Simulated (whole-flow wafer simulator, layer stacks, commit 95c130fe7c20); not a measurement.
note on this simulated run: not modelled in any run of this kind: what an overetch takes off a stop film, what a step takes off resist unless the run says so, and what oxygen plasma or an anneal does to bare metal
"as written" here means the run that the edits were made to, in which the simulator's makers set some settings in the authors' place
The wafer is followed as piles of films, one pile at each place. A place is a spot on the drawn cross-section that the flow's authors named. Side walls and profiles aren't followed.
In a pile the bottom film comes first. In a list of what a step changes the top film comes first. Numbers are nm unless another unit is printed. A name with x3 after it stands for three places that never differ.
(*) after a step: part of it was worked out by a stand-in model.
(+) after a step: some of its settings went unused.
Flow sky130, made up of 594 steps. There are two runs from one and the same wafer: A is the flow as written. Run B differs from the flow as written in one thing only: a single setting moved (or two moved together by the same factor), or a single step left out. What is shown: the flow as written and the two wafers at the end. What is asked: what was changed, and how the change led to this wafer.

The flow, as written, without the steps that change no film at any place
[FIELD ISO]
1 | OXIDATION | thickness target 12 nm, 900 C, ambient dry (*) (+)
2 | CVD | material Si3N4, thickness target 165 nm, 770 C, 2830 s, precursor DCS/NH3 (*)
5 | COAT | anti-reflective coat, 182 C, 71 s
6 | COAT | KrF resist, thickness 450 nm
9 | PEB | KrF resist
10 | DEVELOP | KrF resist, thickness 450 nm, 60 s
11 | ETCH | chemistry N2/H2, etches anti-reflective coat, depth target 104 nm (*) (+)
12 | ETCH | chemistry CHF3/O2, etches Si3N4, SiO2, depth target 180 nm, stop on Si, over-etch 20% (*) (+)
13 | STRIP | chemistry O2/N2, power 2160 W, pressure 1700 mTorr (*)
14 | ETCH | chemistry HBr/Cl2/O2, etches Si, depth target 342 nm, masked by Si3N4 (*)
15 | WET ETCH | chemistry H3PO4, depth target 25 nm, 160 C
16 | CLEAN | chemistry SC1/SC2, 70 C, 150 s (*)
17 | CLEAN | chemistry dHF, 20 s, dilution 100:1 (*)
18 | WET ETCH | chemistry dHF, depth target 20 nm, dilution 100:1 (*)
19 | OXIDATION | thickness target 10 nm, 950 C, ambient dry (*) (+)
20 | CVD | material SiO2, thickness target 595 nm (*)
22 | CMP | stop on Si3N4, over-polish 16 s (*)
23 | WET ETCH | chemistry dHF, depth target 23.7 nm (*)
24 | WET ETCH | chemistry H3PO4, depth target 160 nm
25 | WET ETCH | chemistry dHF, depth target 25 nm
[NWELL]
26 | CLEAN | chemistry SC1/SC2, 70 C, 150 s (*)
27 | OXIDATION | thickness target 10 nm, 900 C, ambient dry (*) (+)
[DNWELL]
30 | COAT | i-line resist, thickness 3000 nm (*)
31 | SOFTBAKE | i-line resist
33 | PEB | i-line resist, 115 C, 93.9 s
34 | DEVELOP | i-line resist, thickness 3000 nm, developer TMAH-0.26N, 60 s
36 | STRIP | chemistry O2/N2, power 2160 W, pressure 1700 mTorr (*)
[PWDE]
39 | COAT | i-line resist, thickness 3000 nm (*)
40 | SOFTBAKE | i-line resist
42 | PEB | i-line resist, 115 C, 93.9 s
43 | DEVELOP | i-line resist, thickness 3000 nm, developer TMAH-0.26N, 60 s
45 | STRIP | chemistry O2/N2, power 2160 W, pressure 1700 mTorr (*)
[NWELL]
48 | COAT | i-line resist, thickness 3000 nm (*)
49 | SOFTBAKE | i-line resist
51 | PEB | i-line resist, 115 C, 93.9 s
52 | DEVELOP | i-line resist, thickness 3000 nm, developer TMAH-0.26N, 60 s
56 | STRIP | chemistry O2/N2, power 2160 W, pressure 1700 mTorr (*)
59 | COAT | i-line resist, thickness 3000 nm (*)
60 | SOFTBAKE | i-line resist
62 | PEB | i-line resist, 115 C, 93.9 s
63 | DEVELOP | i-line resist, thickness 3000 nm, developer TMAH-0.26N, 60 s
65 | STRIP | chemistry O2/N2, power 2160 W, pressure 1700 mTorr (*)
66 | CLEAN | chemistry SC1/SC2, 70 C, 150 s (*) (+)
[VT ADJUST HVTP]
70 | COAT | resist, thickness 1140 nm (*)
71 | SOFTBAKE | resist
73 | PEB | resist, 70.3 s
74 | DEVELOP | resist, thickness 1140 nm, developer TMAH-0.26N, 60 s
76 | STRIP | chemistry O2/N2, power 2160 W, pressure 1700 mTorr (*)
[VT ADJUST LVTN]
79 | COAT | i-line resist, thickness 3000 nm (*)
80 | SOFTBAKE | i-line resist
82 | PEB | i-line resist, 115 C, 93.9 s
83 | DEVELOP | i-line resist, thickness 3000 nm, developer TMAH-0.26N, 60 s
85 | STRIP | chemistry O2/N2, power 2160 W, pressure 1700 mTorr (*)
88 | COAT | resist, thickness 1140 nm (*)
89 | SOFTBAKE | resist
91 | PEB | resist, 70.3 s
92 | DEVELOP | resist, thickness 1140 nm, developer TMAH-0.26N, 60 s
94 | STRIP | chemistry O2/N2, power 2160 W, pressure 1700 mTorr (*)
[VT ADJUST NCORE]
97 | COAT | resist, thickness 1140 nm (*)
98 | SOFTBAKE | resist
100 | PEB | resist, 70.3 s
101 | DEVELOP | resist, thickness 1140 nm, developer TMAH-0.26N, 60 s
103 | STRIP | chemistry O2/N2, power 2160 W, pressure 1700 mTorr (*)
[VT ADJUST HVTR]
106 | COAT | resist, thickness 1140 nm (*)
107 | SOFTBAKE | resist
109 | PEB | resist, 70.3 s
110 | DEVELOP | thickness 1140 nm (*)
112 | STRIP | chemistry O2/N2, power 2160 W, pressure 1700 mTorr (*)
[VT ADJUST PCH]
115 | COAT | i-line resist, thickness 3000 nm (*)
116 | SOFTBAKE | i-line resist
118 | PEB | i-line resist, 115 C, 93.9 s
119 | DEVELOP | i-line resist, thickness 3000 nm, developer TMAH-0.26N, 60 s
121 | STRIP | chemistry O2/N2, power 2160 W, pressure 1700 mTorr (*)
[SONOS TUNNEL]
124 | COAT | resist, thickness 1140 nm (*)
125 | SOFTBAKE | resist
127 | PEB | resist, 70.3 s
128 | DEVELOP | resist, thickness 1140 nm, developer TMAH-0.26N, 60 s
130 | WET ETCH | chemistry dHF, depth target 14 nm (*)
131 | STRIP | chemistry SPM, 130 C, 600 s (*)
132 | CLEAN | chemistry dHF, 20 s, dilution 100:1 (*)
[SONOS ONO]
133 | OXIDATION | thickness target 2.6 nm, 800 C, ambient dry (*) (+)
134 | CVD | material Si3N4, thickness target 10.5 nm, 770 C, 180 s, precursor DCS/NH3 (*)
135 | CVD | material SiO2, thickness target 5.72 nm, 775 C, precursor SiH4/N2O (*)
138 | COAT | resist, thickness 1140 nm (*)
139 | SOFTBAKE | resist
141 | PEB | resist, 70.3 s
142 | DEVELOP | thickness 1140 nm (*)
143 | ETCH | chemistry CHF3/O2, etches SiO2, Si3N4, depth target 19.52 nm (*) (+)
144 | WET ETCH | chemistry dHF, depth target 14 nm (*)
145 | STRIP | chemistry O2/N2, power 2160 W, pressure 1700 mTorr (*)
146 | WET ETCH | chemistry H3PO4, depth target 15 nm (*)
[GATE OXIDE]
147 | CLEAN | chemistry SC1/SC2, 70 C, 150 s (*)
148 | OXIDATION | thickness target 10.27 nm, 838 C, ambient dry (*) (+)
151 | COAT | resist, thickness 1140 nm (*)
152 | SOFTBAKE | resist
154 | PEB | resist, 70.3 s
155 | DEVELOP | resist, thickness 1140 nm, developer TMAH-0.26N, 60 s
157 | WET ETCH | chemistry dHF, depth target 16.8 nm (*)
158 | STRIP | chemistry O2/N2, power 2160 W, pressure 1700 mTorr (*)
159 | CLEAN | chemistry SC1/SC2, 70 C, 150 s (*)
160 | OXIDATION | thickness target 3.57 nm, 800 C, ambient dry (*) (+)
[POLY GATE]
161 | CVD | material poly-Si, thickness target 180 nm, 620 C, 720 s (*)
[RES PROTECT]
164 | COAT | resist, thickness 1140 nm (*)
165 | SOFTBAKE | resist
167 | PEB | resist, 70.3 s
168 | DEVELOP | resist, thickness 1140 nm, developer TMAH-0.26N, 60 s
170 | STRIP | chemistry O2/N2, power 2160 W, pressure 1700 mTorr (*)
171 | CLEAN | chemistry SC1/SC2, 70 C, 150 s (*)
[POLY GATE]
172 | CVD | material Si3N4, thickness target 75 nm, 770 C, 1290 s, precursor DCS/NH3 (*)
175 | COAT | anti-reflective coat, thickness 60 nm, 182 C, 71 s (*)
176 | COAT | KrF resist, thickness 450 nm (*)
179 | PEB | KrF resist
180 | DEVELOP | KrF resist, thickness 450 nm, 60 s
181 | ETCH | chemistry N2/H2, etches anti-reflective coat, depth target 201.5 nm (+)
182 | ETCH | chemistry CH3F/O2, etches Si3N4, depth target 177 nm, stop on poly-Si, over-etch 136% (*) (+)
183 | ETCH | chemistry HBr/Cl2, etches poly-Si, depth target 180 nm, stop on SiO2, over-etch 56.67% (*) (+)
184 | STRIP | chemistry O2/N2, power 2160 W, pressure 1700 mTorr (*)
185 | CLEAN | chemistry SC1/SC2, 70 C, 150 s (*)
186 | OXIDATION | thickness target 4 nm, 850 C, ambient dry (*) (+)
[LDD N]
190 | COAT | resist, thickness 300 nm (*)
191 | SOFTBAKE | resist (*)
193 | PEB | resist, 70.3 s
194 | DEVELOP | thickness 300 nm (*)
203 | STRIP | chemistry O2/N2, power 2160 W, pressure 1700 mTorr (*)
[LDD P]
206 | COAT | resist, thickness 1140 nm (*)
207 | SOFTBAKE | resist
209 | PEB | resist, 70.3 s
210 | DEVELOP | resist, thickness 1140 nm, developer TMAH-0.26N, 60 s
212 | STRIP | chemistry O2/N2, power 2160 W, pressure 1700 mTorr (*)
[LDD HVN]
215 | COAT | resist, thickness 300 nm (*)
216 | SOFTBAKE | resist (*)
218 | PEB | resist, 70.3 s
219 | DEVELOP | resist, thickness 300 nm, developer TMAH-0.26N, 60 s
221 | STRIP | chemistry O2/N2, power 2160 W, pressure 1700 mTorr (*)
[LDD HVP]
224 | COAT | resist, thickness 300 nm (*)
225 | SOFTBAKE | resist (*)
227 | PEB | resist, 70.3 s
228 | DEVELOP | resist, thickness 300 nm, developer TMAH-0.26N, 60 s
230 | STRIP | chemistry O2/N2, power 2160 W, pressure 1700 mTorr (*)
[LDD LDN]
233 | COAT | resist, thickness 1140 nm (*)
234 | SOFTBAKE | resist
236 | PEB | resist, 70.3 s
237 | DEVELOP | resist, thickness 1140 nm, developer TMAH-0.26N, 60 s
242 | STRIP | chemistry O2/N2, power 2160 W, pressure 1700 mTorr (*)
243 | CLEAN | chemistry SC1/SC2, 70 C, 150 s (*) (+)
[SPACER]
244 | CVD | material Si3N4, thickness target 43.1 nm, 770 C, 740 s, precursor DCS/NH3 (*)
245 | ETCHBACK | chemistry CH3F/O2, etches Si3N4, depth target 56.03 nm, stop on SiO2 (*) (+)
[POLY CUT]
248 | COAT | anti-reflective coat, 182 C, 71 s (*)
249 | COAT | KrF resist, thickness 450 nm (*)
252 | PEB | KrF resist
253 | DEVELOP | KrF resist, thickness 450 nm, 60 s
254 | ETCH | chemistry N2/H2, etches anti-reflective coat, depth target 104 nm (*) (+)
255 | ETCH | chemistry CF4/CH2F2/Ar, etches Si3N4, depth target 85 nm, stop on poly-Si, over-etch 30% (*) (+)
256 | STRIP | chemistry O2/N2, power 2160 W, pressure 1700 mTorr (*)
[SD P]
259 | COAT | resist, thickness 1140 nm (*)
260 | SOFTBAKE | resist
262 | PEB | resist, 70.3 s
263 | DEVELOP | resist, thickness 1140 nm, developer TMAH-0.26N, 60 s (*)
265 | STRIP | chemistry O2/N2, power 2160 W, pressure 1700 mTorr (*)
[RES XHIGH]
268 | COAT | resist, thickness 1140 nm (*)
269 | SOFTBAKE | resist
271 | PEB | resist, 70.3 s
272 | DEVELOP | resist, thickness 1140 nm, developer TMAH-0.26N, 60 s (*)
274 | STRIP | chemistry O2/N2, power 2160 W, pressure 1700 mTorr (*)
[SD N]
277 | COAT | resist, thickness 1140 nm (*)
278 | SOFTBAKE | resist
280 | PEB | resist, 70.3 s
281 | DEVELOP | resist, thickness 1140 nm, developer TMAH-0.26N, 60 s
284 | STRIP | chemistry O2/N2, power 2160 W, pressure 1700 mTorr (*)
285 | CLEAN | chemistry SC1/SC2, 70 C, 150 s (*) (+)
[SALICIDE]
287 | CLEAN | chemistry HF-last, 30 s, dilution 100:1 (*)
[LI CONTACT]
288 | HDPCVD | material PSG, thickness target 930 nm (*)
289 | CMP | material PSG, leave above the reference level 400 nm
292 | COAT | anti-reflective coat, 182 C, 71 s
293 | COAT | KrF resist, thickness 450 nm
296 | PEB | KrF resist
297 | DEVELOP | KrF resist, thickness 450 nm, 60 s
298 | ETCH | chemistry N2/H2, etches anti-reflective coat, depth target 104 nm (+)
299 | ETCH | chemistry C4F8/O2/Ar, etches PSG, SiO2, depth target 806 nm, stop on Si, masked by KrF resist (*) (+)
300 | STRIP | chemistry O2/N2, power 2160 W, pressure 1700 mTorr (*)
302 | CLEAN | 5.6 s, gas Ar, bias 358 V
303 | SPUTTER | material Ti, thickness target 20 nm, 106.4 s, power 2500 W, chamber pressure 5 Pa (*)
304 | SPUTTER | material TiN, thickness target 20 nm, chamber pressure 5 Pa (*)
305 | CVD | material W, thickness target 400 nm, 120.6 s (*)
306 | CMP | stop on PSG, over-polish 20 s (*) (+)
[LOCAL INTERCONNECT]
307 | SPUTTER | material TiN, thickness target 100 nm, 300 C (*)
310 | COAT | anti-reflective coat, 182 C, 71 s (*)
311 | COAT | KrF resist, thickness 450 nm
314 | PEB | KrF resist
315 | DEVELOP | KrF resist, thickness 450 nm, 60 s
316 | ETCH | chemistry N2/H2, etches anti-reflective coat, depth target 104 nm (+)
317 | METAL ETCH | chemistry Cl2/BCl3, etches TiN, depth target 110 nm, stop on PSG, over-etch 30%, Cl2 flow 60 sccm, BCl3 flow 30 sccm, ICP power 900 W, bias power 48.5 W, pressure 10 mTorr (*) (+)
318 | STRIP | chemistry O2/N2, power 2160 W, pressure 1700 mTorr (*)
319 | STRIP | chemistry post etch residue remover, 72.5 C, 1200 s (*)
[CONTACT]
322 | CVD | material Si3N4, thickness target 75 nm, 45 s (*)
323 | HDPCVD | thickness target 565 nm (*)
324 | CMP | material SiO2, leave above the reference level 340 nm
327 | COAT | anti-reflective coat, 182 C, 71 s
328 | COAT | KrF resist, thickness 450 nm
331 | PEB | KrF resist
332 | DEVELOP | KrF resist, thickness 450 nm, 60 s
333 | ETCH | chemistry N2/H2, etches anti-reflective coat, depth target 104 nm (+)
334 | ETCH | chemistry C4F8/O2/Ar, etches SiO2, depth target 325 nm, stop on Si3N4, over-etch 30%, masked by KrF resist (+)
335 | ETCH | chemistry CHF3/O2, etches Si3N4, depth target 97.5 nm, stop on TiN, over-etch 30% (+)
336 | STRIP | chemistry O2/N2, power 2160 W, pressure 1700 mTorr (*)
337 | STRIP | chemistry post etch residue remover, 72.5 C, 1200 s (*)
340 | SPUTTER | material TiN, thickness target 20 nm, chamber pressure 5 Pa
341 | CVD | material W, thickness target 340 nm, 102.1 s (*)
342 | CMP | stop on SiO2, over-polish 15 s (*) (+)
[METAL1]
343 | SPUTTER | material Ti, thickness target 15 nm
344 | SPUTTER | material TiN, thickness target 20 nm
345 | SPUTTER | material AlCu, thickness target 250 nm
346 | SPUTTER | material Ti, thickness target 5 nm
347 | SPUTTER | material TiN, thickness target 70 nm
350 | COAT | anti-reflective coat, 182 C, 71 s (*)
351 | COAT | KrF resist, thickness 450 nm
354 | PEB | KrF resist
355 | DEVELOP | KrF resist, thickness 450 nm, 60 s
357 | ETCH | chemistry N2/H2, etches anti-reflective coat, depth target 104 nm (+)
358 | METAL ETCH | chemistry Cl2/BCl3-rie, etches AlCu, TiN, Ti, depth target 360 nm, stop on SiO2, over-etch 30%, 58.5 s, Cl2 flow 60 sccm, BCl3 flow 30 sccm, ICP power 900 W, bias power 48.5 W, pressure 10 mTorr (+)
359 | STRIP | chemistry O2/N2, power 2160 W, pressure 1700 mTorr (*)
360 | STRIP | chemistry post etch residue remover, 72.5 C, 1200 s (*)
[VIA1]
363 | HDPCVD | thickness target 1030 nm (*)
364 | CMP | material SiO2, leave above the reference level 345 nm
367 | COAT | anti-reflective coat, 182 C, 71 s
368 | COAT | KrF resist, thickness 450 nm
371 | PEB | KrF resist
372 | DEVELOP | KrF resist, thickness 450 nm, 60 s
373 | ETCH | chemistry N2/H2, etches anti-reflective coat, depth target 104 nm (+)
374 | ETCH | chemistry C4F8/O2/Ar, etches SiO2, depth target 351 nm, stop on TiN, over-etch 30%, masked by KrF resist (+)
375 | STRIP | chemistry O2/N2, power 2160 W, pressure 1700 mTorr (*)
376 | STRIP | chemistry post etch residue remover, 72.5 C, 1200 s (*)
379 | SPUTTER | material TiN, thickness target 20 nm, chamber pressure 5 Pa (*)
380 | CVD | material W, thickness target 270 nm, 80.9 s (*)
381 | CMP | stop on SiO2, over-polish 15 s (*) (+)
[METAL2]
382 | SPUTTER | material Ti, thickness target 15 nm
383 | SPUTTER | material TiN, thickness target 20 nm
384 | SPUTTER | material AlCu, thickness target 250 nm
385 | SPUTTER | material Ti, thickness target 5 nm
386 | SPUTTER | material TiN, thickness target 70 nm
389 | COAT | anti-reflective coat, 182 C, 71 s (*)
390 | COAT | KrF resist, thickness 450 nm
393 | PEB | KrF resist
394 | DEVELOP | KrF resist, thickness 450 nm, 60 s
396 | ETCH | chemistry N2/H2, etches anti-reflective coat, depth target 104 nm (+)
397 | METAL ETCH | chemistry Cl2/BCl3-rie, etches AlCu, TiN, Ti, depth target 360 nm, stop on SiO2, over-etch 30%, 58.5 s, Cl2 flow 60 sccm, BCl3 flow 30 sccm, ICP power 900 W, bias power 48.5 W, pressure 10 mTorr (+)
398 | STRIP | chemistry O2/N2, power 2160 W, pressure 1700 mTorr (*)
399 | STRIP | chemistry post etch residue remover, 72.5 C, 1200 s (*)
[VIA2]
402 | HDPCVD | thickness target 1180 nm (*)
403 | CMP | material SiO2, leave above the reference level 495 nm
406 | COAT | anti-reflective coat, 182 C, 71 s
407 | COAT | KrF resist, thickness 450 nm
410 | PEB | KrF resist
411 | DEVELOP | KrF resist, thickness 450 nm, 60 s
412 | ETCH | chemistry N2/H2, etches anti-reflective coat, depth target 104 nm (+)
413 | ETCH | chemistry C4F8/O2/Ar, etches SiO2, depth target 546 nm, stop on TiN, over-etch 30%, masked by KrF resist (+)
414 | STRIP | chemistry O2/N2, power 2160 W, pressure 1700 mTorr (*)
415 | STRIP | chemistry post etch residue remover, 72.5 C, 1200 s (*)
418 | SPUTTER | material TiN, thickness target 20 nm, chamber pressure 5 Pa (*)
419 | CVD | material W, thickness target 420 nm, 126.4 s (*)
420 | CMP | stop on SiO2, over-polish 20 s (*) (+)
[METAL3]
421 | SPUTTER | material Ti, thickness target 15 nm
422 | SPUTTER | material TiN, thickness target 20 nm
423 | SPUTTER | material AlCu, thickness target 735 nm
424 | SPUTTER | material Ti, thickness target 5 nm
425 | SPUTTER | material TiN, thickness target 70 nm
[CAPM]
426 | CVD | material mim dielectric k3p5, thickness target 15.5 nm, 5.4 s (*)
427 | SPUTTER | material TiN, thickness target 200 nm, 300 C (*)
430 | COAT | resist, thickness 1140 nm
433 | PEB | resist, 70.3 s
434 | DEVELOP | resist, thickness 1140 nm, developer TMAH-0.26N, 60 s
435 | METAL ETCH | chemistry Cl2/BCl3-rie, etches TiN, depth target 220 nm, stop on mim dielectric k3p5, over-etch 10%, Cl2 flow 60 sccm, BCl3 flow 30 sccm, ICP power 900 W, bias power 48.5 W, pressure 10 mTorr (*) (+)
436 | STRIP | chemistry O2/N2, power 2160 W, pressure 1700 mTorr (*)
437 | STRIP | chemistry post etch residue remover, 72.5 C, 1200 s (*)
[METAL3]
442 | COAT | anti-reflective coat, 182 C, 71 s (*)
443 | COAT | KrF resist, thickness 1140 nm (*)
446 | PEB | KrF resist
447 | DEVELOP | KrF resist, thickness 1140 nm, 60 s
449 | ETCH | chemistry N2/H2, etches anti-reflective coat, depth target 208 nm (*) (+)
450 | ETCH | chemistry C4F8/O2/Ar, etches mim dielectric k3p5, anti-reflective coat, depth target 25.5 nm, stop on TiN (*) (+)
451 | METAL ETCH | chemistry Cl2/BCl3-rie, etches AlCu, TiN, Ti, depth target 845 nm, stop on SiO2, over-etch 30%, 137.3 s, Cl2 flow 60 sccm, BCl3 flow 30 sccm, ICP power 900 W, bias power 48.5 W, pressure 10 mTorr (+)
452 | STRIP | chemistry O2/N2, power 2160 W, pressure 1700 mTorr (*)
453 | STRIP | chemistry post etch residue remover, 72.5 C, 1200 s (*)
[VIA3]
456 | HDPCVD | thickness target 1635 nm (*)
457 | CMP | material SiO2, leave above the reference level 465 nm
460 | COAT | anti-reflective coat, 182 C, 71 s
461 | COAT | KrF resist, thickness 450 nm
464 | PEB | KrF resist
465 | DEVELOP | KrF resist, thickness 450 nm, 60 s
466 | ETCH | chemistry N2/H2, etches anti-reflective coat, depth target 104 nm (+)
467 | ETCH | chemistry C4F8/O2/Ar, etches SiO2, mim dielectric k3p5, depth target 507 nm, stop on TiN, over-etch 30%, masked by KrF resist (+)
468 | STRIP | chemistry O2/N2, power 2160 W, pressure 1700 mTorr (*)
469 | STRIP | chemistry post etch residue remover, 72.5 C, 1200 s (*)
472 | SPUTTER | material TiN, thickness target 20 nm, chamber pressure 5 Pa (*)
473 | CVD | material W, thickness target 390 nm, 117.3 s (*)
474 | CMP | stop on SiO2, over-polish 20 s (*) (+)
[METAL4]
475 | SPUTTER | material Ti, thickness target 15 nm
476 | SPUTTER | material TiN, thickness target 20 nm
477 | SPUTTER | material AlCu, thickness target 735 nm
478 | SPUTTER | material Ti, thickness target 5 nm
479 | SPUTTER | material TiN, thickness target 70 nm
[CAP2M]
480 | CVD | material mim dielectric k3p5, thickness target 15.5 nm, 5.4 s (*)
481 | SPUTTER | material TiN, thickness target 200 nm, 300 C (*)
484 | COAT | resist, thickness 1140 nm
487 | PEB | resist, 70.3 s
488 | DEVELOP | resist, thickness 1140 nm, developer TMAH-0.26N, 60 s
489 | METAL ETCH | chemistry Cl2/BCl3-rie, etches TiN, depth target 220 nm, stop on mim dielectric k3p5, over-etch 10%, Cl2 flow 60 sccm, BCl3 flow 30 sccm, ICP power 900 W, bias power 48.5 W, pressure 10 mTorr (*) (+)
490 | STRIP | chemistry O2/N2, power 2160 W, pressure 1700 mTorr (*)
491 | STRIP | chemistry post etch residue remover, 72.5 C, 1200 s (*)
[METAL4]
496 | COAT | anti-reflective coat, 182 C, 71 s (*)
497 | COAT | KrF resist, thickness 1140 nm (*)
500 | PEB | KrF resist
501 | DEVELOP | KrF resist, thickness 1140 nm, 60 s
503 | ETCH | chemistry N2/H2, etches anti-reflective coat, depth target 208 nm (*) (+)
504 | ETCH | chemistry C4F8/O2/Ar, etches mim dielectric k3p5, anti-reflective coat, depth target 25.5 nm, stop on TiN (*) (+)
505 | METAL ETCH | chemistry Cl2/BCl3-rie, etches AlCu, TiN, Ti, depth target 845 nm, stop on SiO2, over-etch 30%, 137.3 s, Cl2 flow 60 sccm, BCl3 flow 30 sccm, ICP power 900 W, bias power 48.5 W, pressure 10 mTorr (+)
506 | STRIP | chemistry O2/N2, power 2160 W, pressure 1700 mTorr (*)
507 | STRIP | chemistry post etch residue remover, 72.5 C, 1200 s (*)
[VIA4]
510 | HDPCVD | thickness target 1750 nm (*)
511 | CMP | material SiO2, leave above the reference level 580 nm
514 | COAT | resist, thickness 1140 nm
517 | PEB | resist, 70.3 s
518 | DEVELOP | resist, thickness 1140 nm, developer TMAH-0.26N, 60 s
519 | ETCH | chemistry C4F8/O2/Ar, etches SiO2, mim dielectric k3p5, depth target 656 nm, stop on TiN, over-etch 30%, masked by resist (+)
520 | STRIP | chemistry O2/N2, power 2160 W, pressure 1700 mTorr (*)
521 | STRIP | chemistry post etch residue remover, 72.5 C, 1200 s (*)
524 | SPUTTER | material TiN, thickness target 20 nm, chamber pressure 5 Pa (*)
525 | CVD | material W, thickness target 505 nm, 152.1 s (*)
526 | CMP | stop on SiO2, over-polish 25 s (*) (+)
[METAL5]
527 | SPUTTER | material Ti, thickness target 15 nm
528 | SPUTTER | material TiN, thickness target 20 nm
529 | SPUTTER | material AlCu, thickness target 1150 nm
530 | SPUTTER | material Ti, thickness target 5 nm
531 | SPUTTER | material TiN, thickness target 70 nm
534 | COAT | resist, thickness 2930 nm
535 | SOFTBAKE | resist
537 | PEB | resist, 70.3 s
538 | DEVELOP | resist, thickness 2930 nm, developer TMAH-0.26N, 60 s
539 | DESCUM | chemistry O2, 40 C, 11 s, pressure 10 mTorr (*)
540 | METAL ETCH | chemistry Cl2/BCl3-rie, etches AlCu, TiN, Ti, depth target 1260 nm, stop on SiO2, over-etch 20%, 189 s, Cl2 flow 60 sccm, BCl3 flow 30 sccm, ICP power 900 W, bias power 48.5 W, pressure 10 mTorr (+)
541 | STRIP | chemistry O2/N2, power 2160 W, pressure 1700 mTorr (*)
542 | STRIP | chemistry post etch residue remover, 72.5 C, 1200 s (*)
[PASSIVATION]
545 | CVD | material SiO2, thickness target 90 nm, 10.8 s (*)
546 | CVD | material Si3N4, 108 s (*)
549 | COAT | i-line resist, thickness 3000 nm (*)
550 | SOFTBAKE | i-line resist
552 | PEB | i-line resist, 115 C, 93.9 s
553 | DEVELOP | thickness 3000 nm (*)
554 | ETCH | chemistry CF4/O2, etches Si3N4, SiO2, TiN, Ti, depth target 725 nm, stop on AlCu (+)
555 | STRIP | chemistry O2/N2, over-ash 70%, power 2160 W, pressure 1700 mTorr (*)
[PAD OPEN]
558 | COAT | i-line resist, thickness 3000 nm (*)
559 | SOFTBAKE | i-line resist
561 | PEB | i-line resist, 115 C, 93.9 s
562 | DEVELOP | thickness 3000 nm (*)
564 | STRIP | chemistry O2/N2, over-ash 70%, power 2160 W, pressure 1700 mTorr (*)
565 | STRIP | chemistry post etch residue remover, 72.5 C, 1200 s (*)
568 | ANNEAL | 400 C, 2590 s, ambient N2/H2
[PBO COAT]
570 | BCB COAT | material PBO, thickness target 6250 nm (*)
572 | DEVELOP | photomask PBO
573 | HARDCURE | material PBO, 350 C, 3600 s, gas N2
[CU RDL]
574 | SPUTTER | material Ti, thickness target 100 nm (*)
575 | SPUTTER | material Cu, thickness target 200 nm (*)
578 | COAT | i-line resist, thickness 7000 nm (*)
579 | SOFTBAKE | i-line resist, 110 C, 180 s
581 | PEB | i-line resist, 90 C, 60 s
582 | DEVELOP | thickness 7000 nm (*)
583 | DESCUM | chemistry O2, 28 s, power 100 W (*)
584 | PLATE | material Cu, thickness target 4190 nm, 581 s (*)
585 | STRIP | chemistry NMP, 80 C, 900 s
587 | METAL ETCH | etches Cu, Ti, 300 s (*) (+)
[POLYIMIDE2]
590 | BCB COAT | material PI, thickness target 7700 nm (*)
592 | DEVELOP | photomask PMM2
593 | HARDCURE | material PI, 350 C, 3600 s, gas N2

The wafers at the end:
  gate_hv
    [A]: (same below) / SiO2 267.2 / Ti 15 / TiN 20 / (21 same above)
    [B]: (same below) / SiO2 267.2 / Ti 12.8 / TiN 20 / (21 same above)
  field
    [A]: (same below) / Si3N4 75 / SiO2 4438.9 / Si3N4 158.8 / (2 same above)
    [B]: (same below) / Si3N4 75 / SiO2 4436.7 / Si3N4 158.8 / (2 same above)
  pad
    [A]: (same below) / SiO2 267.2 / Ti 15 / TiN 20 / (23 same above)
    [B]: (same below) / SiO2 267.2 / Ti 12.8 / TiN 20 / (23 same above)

The reason: step 382, SPUTTER: thickness target 12.8 nm was run, though the flow has thickness target 15 nm.
One can read it off the wafer: gate_hv has Ti 12.8, and step 382 as written asks for 15 nm.

Step by step, how the change led to this:
  382 | SPUTTER | material Ti, thickness target 15 nm
      field, active, n_well and 188 more: A +15 Ti (new film) | B +12.8 Ti (new film)
  397 | METAL ETCH | chemistry Cl2/BCl3-rie, etches AlCu, TiN, Ti, depth target 360 nm, stop on SiO2, over-etch 30%, 58.5 s, Cl2 flow 60 sccm, BCl3 flow 30 sccm, ICP power 900 W, bias power 48.5 W, pressure 10 mTorr (+)
      field, active, gate and 82 more: A -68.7 TiN (all of it), -5 Ti (all of it), -250 AlCu (all of it), -20 TiN (all of it), -15 Ti (all of it), -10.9 SiO2 | B -68.7 TiN (all of it), -5 Ti (all of it), -250 AlCu (all of it), -20 TiN (all of it), -12.8 Ti (all of it), -11.2 SiO2
